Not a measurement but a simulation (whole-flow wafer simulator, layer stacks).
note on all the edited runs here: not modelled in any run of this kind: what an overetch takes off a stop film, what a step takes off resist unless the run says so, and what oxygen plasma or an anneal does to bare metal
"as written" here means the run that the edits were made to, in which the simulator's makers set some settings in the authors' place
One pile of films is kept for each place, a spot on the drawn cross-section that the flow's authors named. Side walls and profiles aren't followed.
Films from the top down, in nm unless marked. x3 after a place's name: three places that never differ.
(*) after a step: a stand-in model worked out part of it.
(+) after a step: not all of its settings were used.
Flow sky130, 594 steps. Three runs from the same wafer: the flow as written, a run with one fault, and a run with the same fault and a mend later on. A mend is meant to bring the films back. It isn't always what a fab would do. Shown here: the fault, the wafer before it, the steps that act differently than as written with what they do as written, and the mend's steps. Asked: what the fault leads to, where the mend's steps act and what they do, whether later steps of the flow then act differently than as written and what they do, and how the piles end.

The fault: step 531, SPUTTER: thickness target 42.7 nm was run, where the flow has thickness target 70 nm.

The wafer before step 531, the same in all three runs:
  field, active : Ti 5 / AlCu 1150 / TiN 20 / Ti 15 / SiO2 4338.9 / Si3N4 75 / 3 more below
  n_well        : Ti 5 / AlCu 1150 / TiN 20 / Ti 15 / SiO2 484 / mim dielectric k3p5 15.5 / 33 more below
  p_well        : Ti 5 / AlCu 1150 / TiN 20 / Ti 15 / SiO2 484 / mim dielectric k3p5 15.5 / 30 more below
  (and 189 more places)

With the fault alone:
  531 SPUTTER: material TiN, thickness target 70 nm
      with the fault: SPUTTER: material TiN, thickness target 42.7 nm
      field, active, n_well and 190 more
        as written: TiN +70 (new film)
        with the fault: TiN +42.7 (new film)
  Later steps of the flow that act differently than as written (17 more steps differ only slightly, by at most 2% or 0.5 nm, whichever is larger, and aren't shown):
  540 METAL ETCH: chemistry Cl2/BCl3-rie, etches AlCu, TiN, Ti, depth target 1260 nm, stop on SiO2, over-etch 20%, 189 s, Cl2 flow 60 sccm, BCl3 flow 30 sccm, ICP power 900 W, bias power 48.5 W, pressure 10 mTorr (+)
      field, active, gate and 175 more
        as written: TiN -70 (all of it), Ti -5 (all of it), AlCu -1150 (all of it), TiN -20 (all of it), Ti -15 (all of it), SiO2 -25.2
        with the fault: TiN -42.7 (all of it), Ti -5 (all of it), AlCu -1150 (all of it), TiN -20 (all of it), Ti -15 (all of it), SiO2 -27.9
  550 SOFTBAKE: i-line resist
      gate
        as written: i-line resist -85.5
        with the fault: i-line resist -82.8
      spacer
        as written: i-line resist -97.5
        with the fault: i-line resist -94.4
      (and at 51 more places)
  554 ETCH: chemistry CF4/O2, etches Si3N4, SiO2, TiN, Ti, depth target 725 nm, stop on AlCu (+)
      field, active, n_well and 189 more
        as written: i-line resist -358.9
        with the fault: i-line resist -331.6
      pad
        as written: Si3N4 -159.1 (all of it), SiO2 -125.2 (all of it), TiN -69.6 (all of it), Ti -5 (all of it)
        with the fault: Si3N4 -159.1 (all of it), SiO2 -125.2 (all of it), TiN -42.3 (all of it), Ti -5 (all of it)
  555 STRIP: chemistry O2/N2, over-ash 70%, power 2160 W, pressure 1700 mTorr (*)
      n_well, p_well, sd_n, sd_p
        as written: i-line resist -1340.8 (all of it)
        with the fault: i-line resist -1392.1 (all of it)
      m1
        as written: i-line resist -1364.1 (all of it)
        with the fault: i-line resist -1414.9 (all of it)
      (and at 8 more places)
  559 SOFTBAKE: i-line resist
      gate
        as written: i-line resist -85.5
        with the fault: i-line resist -82.8
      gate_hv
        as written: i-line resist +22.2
        with the fault: i-line resist +21.5
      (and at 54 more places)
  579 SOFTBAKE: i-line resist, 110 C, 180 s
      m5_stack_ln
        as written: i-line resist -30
        with the fault: i-line resist -29.3
  At the end the piles differ from the flow's by more than 2% or 0.5 nm, whichever is larger, at n_well, p_well, sd_n and 11 more.
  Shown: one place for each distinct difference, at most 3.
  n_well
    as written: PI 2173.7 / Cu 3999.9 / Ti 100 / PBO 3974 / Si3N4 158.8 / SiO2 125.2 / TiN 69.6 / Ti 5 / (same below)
    with the fault: PI 2176.9 / Cu 3999.9 / Ti 100 / PBO 3993.6 / Si3N4 158.8 / SiO2 125.2 / TiN 42.3 / Ti 5 / (same below)
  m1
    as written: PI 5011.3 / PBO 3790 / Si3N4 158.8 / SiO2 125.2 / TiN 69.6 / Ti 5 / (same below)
    with the fault: PI 5012.7 / PBO 3812.7 / Si3N4 158.8 / SiO2 125.2 / TiN 42.3 / Ti 5 / (same below)
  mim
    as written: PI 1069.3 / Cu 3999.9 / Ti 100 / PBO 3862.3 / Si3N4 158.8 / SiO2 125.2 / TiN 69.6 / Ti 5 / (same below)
    with the fault: PI 1071.7 / Cu 3999.9 / Ti 100 / PBO 3883.4 / Si3N4 158.8 / SiO2 125.2 / TiN 42.3 / Ti 5 / (same below)

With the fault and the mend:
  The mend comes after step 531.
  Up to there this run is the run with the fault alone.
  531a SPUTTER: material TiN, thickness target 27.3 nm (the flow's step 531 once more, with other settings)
      field, active, n_well and 190 more
        TiN +27.3
  No later step of the flow acts differently than as written at any place that is followed.
  At the end the piles are the same as the flow's at every place that both follow.
